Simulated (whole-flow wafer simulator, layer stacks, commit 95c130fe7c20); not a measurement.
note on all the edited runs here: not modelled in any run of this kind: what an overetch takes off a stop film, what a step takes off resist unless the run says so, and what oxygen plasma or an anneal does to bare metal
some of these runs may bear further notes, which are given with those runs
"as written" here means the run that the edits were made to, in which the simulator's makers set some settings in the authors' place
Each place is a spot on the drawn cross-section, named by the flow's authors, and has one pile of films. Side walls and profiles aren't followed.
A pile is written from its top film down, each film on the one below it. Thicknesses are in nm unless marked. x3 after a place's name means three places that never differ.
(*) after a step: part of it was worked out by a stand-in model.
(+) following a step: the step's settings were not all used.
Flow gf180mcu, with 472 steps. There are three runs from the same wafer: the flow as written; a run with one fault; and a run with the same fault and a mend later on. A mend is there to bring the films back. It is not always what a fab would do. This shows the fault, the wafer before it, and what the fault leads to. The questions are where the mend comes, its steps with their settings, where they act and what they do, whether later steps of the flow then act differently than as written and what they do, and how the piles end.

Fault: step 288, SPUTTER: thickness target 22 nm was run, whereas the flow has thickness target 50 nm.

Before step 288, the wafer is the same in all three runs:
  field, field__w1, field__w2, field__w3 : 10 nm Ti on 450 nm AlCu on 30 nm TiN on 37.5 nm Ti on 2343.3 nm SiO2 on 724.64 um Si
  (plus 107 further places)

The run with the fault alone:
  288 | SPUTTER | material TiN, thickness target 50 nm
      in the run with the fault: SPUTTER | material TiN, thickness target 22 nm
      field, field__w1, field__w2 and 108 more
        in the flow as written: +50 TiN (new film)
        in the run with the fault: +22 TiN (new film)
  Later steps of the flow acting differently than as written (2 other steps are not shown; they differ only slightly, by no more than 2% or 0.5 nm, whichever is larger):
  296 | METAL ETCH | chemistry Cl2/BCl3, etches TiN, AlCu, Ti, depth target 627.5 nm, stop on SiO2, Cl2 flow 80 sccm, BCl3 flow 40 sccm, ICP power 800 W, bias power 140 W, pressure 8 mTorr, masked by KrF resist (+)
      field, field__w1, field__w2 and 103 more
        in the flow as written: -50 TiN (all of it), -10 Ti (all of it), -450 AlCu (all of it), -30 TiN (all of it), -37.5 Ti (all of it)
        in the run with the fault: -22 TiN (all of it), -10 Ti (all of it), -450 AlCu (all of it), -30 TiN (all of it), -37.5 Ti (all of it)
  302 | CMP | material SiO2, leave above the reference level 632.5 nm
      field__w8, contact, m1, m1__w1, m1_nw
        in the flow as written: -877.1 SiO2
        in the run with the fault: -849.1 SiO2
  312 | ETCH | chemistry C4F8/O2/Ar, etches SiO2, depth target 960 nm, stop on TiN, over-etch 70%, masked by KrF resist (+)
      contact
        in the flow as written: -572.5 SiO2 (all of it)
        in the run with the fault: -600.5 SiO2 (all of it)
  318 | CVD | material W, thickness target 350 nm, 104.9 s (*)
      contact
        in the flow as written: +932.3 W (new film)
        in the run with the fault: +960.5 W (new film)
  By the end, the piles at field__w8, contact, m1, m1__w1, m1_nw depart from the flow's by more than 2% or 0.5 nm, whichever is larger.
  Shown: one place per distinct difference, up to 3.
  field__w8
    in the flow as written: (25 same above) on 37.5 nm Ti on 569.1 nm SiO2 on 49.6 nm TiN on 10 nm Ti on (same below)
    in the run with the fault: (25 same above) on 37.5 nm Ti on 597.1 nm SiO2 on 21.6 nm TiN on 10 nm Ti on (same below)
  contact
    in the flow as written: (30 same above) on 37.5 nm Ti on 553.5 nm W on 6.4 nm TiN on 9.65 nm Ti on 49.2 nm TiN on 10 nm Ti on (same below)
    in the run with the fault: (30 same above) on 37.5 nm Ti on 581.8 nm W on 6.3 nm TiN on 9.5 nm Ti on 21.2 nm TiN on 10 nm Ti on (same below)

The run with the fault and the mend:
  The mend follows step 295.
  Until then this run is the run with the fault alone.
  295a | STRIP | chemistry O2/N2, power 2160 W, pressure 1700 mTorr (*)
      field__w8, contact, m1, m1__w1, m1_nw
        -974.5 KrF resist (all of it)
  295b | SPUTTER | material TiN, thickness target 28 nm (a further turn of the flow's step 288, with different settings)
      field, field__w1, field__w2 and 108 more
        +28 TiN
  295c | HMDS | 120 C, 60 s (a further turn of the flow's step 290)
      does not change any film at any place that is followed
  295d | COAT | KrF resist, thickness 1000 nm (a further turn of the flow's step 291)
      field, field__w1, field__w2 and 108 more
        +1000 KrF resist (new film)
  295e | SOFTBAKE | KrF resist (a further turn of the flow's step 292)
      does not change any film at any place that is followed
  295f | EXPOSE | photomask Metal2 (a further turn of the flow's step 293)
      does not change any film at any place that is followed
  295g | PEB | KrF resist, 135 C, 90 s (a further turn of the flow's step 294)
      field, field__w1, field__w2 and 108 more
        -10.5 KrF resist
  295h | DEVELOP | thickness 1000 nm, 60 s (a further turn of the flow's step 295)
      field, field__w1, field__w2 and 103 more
        -989.5 KrF resist (all of it)
      field__w8, contact, m1, m1__w1, m1_nw
        -14.9 KrF resist
  None of the later steps of the flow acts differently than as written at any place that is followed.
  By the end, the piles equal the flow's at every place that both follow.
